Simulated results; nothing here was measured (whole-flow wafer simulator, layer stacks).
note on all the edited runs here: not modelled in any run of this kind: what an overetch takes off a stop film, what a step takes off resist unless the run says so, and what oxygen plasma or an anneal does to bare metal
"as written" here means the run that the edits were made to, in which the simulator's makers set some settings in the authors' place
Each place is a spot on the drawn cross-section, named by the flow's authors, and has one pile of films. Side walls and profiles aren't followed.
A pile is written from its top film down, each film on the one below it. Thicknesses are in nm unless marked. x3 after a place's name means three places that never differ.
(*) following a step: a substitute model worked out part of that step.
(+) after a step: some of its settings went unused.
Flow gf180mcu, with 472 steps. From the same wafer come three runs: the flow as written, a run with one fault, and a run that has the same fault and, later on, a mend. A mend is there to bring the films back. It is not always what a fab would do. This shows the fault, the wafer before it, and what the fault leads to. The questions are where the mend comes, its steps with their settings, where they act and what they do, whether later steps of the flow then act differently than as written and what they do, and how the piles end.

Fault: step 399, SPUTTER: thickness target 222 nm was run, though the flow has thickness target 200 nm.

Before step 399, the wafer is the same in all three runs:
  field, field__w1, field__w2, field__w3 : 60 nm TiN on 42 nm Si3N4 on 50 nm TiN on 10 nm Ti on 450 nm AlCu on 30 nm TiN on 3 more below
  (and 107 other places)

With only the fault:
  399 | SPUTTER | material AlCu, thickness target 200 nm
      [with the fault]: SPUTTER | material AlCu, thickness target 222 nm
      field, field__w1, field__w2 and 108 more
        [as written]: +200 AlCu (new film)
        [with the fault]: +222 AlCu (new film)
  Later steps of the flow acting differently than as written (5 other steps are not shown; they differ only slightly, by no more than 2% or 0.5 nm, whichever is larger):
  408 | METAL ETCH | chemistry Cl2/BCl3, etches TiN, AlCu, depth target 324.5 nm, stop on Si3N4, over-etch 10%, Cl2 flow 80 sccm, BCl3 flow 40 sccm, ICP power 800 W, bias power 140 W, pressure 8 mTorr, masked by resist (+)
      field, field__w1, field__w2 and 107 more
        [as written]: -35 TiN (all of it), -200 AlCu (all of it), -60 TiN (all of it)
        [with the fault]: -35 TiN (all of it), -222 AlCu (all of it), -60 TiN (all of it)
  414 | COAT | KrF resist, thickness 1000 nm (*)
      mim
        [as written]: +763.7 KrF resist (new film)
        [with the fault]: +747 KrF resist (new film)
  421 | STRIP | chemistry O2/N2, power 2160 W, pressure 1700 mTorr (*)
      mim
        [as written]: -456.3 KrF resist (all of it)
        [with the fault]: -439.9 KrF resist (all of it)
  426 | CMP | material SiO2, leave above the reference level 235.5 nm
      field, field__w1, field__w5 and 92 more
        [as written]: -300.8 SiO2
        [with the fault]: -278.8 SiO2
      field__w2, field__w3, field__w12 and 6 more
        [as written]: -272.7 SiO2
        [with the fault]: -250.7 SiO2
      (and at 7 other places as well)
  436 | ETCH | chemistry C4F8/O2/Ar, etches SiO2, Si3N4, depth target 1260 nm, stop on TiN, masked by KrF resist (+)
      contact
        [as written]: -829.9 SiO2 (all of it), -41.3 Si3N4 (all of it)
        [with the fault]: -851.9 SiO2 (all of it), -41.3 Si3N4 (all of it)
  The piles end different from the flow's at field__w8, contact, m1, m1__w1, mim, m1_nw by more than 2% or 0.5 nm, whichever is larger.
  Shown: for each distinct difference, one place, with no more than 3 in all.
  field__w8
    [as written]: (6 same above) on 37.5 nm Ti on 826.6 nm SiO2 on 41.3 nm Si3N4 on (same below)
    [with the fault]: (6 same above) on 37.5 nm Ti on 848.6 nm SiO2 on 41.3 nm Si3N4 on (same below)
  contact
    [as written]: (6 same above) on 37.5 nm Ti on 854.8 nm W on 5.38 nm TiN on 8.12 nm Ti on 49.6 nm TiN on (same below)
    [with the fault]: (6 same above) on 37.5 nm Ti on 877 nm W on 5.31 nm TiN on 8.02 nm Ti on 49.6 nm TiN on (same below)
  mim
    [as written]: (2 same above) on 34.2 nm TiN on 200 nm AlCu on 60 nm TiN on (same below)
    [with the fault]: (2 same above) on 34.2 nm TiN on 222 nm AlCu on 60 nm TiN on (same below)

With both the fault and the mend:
  The mend stands after step 399.
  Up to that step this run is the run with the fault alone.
  399a | METAL ETCH | chemistry Cl2/BCl3, etches TiN, AlCu, Ti, depth target 22 nm, Cl2 flow 80 sccm, BCl3 flow 40 sccm, ICP power 800 W, bias power 140 W, pressure 8 mTorr (a further turn of the flow's step 260, with different settings)
      field, field__w1, field__w2 and 108 more
        -22 AlCu
  Every later step of the flow that is run acts as written at every place that is followed.
  At every place that both follow, the piles at the end match the flow's.
